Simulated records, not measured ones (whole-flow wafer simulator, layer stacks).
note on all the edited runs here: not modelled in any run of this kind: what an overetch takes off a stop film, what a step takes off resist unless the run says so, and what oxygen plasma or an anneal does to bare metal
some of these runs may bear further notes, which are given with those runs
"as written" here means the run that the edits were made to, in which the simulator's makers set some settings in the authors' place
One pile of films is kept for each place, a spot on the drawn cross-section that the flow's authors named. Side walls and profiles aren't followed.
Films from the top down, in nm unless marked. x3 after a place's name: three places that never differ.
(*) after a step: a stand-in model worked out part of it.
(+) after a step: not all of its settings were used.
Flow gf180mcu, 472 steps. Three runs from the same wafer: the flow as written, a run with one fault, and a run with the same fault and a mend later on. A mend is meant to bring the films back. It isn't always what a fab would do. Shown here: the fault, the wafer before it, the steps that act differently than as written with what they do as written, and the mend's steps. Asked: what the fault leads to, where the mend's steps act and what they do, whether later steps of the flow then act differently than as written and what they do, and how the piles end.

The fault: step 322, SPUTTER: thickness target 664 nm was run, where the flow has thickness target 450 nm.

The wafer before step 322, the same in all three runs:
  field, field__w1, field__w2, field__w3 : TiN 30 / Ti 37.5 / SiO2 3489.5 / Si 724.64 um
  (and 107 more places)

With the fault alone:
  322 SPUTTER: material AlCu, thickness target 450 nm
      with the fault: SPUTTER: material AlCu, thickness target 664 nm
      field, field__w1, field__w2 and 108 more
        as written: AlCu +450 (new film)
        with the fault: AlCu +664 (new film)
  Later steps of the flow that act differently than as written:
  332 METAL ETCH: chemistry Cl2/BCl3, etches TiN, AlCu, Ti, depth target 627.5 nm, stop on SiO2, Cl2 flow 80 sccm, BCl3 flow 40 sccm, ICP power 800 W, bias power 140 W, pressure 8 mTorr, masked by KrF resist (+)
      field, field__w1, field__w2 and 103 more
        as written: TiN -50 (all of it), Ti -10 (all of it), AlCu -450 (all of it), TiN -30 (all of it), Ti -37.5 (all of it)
        with the fault: TiN -50 (all of it), Ti -10 (all of it), AlCu -567.5
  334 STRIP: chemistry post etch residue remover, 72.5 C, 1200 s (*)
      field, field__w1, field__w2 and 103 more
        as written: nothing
        with the fault: AlCu -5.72
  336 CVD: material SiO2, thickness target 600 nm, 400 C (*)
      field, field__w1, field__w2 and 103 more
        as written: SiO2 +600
        with the fault: SiO2 +600 (new film)
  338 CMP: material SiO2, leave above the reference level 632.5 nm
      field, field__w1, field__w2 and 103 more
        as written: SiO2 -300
        with the fault: SiO2 -244.3
  At the end the piles differ from the flow's by more than 2% or 0.5 nm, whichever is larger, at field, field__w1, field__w2 and 109 more.
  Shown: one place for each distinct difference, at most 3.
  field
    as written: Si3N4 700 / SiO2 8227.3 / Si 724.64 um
    with the fault: Si3N4 700 / SiO2 4793.5 / AlCu 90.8 / TiN 30 / Ti 37.5 / SiO2 3489.5 / Si 724.64 um
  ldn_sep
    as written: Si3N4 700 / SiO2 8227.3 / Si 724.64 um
    with the fault: Si3N4 700 / SiO2 4793.5 / AlCu 90.8 / TiN 30 / Ti 37.5 / SiO2 3489.4 / Si 724.64 um
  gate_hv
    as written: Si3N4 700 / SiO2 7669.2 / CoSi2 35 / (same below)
    with the fault: Si3N4 700 / SiO2 4793.5 / AlCu 90.8 / TiN 30 / Ti 37.5 / SiO2 2931.3 / CoSi2 35 / (same below)

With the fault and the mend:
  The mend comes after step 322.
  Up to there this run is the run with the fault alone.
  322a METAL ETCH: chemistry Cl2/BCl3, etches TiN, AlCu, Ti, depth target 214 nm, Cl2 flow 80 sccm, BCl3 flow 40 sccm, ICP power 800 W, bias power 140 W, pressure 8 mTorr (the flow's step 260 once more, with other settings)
      field, field__w1, field__w2 and 108 more
        AlCu -214
  No later step of the flow acts differently than as written at any place that is followed.
  At the end the piles are the same as the flow's at every place that both follow.
